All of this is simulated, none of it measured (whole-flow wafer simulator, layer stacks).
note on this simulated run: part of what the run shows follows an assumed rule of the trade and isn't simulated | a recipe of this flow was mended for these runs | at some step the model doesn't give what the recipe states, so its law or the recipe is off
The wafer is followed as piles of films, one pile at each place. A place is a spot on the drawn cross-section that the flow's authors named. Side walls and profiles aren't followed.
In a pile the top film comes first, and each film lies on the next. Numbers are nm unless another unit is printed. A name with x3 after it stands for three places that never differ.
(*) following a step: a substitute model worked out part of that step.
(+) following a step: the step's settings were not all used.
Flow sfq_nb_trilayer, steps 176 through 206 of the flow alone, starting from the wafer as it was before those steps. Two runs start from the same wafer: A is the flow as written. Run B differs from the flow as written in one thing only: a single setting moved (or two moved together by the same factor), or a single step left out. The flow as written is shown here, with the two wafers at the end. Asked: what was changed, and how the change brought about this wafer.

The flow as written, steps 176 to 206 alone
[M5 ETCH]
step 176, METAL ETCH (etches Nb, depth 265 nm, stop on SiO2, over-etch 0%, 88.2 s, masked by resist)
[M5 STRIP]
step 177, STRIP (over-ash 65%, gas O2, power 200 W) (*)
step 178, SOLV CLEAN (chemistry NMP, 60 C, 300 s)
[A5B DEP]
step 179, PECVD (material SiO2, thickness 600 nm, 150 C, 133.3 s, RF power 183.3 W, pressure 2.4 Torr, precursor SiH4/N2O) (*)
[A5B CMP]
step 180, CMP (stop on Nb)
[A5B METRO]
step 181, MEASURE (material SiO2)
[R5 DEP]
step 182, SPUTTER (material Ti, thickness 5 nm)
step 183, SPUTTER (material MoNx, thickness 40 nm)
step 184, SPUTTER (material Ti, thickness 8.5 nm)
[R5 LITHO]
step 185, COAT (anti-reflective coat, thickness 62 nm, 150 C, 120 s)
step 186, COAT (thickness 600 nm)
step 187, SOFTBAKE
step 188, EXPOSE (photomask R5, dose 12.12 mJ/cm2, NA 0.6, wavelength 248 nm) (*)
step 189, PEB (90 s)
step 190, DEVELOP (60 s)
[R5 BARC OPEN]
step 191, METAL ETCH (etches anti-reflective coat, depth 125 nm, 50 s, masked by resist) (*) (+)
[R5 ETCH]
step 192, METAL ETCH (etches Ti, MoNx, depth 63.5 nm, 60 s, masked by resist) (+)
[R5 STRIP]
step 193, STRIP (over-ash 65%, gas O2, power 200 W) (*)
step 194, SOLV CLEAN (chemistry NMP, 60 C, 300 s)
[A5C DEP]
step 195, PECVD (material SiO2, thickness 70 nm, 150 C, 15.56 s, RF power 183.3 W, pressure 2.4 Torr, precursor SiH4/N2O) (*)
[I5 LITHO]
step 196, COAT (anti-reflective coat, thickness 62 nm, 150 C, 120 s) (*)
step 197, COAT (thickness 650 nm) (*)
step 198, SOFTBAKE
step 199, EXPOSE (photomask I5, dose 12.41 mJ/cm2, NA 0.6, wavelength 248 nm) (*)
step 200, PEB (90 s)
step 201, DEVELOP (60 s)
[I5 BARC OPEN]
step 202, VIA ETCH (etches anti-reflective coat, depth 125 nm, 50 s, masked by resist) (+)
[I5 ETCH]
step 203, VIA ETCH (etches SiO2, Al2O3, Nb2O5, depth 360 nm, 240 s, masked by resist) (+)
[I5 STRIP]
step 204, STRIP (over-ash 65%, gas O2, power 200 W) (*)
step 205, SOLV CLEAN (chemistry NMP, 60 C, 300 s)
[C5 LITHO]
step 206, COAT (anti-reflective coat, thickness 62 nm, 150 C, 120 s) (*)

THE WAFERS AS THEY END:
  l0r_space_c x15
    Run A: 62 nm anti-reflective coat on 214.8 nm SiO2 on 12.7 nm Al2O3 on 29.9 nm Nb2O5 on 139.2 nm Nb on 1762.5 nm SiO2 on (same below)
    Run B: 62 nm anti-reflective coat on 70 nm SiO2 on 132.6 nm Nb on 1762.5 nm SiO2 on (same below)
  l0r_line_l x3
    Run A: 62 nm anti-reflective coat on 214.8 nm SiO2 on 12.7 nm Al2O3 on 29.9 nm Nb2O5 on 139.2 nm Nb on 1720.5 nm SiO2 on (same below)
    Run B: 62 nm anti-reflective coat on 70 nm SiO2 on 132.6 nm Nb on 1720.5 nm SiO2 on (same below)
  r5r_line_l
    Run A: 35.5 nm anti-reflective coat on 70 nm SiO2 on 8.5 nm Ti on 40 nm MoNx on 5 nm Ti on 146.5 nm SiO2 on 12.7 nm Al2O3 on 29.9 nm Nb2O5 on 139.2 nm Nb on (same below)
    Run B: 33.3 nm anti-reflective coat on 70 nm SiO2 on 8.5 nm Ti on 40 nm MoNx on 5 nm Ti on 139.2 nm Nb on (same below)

Cause: step 177, STRIP: over-ash 65%, gas O2, power 200 W (*), was not run.

How this came from the change, step by step:
  step 179, PECVD (material SiO2, thickness 600 nm, 150 C, 133.3 s, RF power 183.3 W, pressure 2.4 Torr, precursor SiH4/N2O) (*)
      r_sur, res, r_end, moat, field_r, lsp_l: A SiO2 gains 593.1 | B SiO2 gains 577.3
      lsp_m, ln_m6, lsp_r, l0_sur, l0v: A SiO2 gains 600 | B SiO2 gains 581.8
  step 180, CMP (stop on Nb)
      l0r_line_l x3, l0r_space_c x15, m0r_space_l x2 and 10 more: A SiO2 loses 453.5 | B SiO2 loses 600 (all of it), KrF-resist-other-grade loses 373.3 (all of it), anti-reflective coat loses 62 (all of it), Al2O3 loses 12.7 (all of it), Nb2O5 loses 29.9 (all of it)
      p4_fl, p4_fm, p4_w1 and 21 more: A SiO2 loses 263.3 | B SiO2 loses 784.2 (all of it)
      (and at 52 other places as well)
  step 182, SPUTTER (material Ti, thickness 5 nm)
      via_wl, via_wr: A Ti gains 5 (new film) | B Ti gains 3.27 (new film)
      r_sur: A Ti gains 5 (new film) | B Ti gains 3.65 (new film)
      (and at 1 other place as well)
  step 183, SPUTTER (material MoNx, thickness 40 nm)
      lsp_m, ln_m6, lsp_r, l0_sur, l0v: A MoNx gains 40 (new film) | B MoNx gains 37.6 (new film)
      res, r_end, moat, field_r: A MoNx gains 40 (new film) | B MoNx gains 39 (new film)
      (and at 5 other places as well)
  step 184, SPUTTER (material Ti, thickness 8.5 nm)
      lsp_m, ln_m6, lsp_r, l0_sur, l0v: A Ti gains 8.5 (new film) | B Ti gains 7.92 (new film)
      via_wl, via_wr: A Ti gains 8.5 (new film) | B Ti gains 5.37 (new film)
      (and at 3 other places as well)
  step 185, COAT (anti-reflective coat, thickness 62 nm, 150 C, 120 s)
      jj_sur, sp_r: A anti-reflective coat gains 62 (new film) | B anti-reflective coat gains 85.6 (new film)
      ln_m6, wl_j_sr: A anti-reflective coat gains 62 (new film) | B anti-reflective coat gains 38 (new film)
      (and at 68 other places as well)
  step 186, COAT (thickness 600 nm)
      ce_r, wl_e_m5: A KrF-resist-other-grade gains 600 (new film) | B KrF-resist-other-grade gains 413.2 (new film)
      r_sur, wl_f_m6: A KrF-resist-other-grade gains 600 (new film) | B KrF-resist-other-grade gains 619.7 (new film)
      (and at 61 other places as well)
  step 190, DEVELOP (60 s)
      ce_r, wl_e_m5: A KrF-resist-other-grade loses 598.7 (all of it) | B KrF-resist-other-grade loses 412.4 (all of it)
      m5r_space_l, m5r_space_r: A KrF-resist-other-grade loses 598.7 (all of it) | B KrF-resist-other-grade loses 705.2 (all of it)
      (and at 57 other places as well)
  step 191, METAL ETCH (etches anti-reflective coat, depth 125 nm, 50 s, masked by resist) (*) (+)
      via_wl, via_wr: A anti-reflective coat loses 62 (all of it) | B anti-reflective coat loses 125
      jj_sur, sp_r: A anti-reflective coat loses 62 (all of it) | B anti-reflective coat loses 85.6 (all of it)
      (and at 64 other places as well)
  step 192, METAL ETCH (etches Ti, MoNx, depth 63.5 nm, 60 s, masked by resist) (+)
      v_sur, via_sp, via_v and 63 more: A Ti loses 8.5 (all of it), MoNx loses 40 (all of it), Ti loses 5 (all of it), SiO2 loses 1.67 | B Ti loses 8.5 (all of it), MoNx loses 40 (all of it), Ti loses 5 (all of it), Nb loses 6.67
      lsp_m, ln_m6: A Ti loses 8.5 (all of it), MoNx loses 40 (all of it), Ti loses 5 (all of it), SiO2 loses 1.67 | B Ti loses 7.92 (all of it), MoNx loses 37.6 (all of it), Ti loses 4.66 (all of it), Nb loses 8.9
      (and at 9 other places as well)
  step 193, STRIP (over-ash 65%, gas O2, power 200 W) (*)
      be_r: A KrF-resist-other-grade loses 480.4 (all of it), anti-reflective coat loses 62 (all of it) | B KrF-resist-other-grade loses 395.6 (all of it), anti-reflective coat loses 17.3 (all of it)
      r_sur: A KrF-resist-other-grade loses 480.4 (all of it), anti-reflective coat loses 62 (all of it) | B KrF-resist-other-grade loses 500.1 (all of it), anti-reflective coat loses 187.5 (all of it)
      (and at 2 other places as well)
  step 195, PECVD (material SiO2, thickness 70 nm, 150 C, 15.56 s, RF power 183.3 W, pressure 2.4 Torr, precursor SiH4/N2O) (*)
      v_sur, via_sp, via_v and 62 more: A SiO2 gains 70 | B SiO2 gains 70 (new film)
      via_wl, via_wr: A SiO2 gains 70 | B SiO2 gains 67.3 (new film)
      (and at 4 other places as well)
  step 196, COAT (anti-reflective coat, thickness 62 nm, 150 C, 120 s) (*)
      p3_l3, p3_l5, p3_fr: A anti-reflective coat gains 62 (new film) | B anti-reflective coat gains 67.4 (new film)
      r5r_line_l, r5r_line_c, r5r_line_r: A anti-reflective coat gains 35.5 (new film) | B anti-reflective coat gains 33.3 (new film)
      (and at 74 other places as well)
  step 197, COAT (thickness 650 nm) (*)
      wl_c_sl, wl_f_sr: A KrF-resist-other-grade gains 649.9 (new film) | B KrF-resist-other-grade gains 696.4 (new film)
      m5r_line_l, m5r_line_r: A KrF-resist-other-grade gains 650 (new film) | B KrF-resist-other-grade gains 527.8 (new film)
      (and at 61 other places as well)
  step 200, PEB (90 s)
      wl_jj: A KrF-resist-other-grade loses 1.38 | B KrF-resist-other-grade loses 0.87
  step 201, DEVELOP (60 s)
      be: A KrF-resist-other-grade loses 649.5 (all of it) | B KrF-resist-other-grade loses 585 (all of it)
  ... 3 further steps ...
  step 206, COAT (anti-reflective coat, thickness 62 nm, 150 C, 120 s) (*)
      p3_l3, p3_l5, p3_fr: A anti-reflective coat gains 62 (new film) | B anti-reflective coat gains 67.4 (new film)
      r5r_line_l, r5r_line_c, r5r_line_r: A anti-reflective coat gains 35.5 (new film) | B anti-reflective coat gains 33.3 (new film)
      (and at 74 other places as well)
With metal films that touch counted as one body, r5r_line_l has 2 bodies (between them, from the top down: SiO2 1762.5); the flow as written gives 3 bodies (between them, from the top down: SiO2 146.5 / Al2O3 12.7 / Nb2O5 29.9; SiO2 1762.5).
